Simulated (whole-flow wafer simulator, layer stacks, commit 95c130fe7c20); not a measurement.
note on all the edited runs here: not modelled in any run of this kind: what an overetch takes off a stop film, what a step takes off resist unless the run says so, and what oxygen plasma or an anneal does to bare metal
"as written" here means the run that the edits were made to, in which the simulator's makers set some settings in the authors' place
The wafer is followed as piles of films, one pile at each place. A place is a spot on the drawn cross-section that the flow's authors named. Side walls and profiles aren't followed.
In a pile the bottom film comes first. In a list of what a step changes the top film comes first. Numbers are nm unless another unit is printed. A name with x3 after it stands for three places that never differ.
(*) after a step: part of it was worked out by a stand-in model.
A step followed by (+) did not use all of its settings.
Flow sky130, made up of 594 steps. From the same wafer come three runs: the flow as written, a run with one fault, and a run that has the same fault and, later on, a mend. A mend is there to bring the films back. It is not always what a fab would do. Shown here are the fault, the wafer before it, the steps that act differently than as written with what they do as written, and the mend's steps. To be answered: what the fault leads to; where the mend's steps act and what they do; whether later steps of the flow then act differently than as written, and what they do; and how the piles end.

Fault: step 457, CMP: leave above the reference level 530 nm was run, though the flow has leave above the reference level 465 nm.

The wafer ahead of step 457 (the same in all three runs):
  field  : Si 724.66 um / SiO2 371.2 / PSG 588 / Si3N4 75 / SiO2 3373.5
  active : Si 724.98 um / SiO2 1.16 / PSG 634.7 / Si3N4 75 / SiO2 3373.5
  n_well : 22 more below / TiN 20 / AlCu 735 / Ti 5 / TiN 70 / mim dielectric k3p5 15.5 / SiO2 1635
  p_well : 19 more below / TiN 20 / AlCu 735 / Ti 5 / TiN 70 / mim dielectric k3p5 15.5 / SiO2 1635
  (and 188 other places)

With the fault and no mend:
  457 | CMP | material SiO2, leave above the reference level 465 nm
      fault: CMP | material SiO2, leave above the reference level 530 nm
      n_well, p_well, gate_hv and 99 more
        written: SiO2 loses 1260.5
        fault: SiO2 loses 1195.5
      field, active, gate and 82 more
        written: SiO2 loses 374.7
        fault: SiO2 loses 309.7
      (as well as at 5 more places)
  Steps further on in the flow that do not act as written:
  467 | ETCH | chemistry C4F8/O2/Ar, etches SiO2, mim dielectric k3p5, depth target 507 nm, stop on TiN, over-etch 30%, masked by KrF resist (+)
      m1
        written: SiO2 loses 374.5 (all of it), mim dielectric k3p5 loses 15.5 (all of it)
        fault: SiO2 loses 439.5 (all of it), mim dielectric k3p5 loses 15.5 (all of it)
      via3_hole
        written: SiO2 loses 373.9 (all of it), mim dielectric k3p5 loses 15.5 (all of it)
        fault: SiO2 loses 438.9 (all of it), mim dielectric k3p5 loses 15.5 (all of it)
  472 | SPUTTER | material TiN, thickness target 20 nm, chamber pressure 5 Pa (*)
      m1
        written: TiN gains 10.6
        fault: TiN gains 9.73
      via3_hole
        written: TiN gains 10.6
        fault: TiN gains 9.72
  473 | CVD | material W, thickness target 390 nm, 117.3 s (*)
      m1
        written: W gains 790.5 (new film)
        fault: W gains 856.3 (new film)
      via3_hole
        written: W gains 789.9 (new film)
        fault: W gains 855.7 (new film)
  The piles end different from the flow's at n_well, p_well, gate_hv and 115 more by more than 2% or 0.5 nm, whichever is larger.
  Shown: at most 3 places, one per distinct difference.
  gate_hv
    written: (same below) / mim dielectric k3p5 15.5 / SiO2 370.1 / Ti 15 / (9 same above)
    fault: (same below) / mim dielectric k3p5 15.5 / SiO2 435.1 / Ti 15 / (9 same above)
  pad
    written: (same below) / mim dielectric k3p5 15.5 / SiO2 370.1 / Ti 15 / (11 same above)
    fault: (same below) / mim dielectric k3p5 15.5 / SiO2 435.1 / Ti 15 / (11 same above)
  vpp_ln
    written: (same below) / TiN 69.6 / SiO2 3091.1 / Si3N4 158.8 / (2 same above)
    fault: (same below) / TiN 69.6 / SiO2 3156.1 / Si3N4 158.8 / (2 same above)

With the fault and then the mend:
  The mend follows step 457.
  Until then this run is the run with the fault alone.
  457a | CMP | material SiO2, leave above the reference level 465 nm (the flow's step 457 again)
      field, active, n_well and 189 more
        SiO2 loses 65
  Every later step of the flow that is run acts as written at every place that is followed.
  The piles end the same as the flow's at every place that both follow.
